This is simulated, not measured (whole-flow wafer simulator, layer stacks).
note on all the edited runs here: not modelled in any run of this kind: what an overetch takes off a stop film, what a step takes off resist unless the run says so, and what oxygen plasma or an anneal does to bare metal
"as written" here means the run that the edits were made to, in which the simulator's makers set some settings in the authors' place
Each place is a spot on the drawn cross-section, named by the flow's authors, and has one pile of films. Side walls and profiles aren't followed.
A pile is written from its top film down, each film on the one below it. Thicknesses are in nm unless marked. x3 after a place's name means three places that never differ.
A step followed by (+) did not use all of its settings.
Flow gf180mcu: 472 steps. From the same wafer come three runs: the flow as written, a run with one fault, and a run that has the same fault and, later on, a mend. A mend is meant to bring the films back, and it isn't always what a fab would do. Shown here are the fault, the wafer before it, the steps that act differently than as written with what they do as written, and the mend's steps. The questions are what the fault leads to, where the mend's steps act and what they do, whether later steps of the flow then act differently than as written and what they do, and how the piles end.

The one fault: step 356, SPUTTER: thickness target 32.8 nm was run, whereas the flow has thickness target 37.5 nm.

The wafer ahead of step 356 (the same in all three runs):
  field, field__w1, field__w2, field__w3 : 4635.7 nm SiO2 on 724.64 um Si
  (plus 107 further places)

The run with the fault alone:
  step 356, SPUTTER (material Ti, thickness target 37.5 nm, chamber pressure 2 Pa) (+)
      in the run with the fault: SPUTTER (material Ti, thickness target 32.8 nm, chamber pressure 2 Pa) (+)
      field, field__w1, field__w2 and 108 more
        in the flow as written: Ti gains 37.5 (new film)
        in the run with the fault: Ti gains 32.8 (new film)
  Steps further on in the flow that do not act as written (1 more step, not shown, differs only slightly: by at most 2% or 0.5 nm, whichever is larger):
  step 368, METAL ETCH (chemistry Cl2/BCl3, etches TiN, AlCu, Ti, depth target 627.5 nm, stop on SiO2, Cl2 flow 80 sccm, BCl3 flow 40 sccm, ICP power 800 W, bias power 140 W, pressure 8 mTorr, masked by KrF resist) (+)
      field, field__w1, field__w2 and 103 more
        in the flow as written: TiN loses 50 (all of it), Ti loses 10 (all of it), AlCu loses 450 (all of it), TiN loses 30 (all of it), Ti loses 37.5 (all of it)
        in the run with the fault: TiN loses 50 (all of it), Ti loses 10 (all of it), AlCu loses 450 (all of it), TiN loses 30 (all of it), Ti loses 32.8 (all of it)
  The piles end different from the flow's at field__w8, contact, m1, m1__w1, m1_nw by more than 2% or 0.5 nm, whichever is larger.
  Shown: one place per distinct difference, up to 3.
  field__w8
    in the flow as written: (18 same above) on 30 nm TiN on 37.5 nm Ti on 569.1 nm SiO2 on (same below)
    in the run with the fault: (18 same above) on 30 nm TiN on 32.8 nm Ti on 569.1 nm SiO2 on (same below)
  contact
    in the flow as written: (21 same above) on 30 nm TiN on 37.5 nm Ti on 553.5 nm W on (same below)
    in the run with the fault: (21 same above) on 30 nm TiN on 32.8 nm Ti on 553.5 nm W on (same below)

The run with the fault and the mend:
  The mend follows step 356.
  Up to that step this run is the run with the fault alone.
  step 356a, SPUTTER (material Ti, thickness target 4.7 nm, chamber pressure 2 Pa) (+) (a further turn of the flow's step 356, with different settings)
      field, field__w1, field__w2 and 108 more
        Ti gains 4.7
  None of the later steps of the flow acts differently than as written at any place that is followed.
  At every place that both follow, the piles at the end match the flow's.
